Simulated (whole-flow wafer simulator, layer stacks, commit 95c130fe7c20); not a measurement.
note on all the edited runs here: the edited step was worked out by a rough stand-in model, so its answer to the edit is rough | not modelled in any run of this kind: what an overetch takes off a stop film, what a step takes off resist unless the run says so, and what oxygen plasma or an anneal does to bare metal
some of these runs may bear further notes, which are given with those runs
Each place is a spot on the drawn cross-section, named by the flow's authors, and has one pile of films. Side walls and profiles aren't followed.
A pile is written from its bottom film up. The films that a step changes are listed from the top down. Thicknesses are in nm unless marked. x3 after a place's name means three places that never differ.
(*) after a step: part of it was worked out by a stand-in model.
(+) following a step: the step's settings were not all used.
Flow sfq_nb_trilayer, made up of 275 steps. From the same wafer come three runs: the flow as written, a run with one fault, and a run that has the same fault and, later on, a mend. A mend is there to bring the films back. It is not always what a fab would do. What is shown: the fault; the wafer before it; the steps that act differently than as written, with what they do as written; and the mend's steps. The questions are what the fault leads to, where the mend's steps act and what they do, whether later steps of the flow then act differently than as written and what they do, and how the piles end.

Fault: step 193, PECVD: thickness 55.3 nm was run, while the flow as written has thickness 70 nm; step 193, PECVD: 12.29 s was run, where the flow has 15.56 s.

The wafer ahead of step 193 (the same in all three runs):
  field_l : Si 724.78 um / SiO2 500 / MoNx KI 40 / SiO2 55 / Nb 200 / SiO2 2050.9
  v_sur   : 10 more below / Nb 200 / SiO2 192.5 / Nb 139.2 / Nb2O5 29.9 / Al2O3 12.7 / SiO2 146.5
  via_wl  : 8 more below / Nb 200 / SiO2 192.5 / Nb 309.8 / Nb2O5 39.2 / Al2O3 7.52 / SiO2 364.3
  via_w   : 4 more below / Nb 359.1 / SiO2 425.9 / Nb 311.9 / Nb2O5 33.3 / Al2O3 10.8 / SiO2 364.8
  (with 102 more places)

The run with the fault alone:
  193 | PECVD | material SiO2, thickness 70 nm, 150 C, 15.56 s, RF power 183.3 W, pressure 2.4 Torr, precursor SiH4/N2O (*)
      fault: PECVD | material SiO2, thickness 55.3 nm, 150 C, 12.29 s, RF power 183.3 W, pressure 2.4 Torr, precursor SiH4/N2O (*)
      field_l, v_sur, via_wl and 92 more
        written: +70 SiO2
        fault: +55.3 SiO2
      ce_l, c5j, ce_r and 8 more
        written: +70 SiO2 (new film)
        fault: +55.3 SiO2 (new film)
  Steps further on in the flow that do not act as written (13 other steps are not shown; they differ only slightly, by no more than 2% or 0.5 nm, whichever is larger):
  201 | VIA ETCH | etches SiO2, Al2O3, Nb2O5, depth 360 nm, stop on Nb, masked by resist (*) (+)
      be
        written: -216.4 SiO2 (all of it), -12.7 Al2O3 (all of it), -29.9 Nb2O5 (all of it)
        fault: -201.7 SiO2 (all of it), -12.7 Al2O3 (all of it), -29.9 Nb2O5 (all of it)
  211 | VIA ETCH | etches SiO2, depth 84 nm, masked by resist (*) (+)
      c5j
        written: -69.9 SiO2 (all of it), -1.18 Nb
        fault: -55.2 SiO2 (all of it), -2.3 Nb
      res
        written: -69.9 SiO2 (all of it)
        fault: -55.2 SiO2 (all of it)
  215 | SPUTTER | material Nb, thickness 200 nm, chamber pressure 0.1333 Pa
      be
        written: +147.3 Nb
        fault: +150.7 Nb
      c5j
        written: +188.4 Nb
        fault: +192.8 Nb
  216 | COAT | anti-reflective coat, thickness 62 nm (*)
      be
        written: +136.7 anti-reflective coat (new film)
        fault: +133.6 anti-reflective coat (new film)
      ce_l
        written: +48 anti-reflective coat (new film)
        fault: +51.7 anti-reflective coat (new film)
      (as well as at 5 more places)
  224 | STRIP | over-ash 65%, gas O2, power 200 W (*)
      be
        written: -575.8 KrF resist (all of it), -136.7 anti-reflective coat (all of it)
        fault: -563.5 KrF resist (all of it), -133.6 anti-reflective coat (all of it)
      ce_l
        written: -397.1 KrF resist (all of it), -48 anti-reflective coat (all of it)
        fault: -395.2 KrF resist (all of it), -51.7 anti-reflective coat (all of it)
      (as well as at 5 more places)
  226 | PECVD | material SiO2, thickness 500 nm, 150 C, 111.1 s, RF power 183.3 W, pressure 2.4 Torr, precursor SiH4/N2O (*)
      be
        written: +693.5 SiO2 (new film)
        fault: +675.5 SiO2 (new film)
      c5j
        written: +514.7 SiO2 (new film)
        fault: +500 SiO2 (new film)
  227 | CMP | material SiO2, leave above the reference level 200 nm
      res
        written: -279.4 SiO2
        fault: -297 SiO2
  The piles end different from the flow's at v_sur, via_wl, via_w and 29 more by more than 2% or 0.5 nm, whichever is larger.
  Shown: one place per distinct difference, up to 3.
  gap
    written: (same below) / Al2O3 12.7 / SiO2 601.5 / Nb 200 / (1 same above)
    fault: (same below) / Al2O3 12.7 / SiO2 586.8 / Nb 200 / (1 same above)
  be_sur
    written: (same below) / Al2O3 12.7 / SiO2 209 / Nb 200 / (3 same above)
    fault: (same below) / Al2O3 12.7 / SiO2 194.3 / Nb 200 / (3 same above)
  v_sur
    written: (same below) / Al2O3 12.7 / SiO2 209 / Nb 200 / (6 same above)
    fault: (same below) / Al2O3 12.7 / SiO2 194.3 / Nb 200 / (6 same above)

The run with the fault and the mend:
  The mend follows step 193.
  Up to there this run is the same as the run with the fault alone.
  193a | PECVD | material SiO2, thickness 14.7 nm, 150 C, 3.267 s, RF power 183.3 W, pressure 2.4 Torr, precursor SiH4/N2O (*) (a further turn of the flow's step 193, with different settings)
      field_l, v_sur, via_wl and 103 more
        +14.7 SiO2
  Every later step of the flow that is run acts as written, at every place that is followed, to within 2% or 0.5 nm, whichever is larger.
  At every place that both follow, the piles at the end match the flow's.
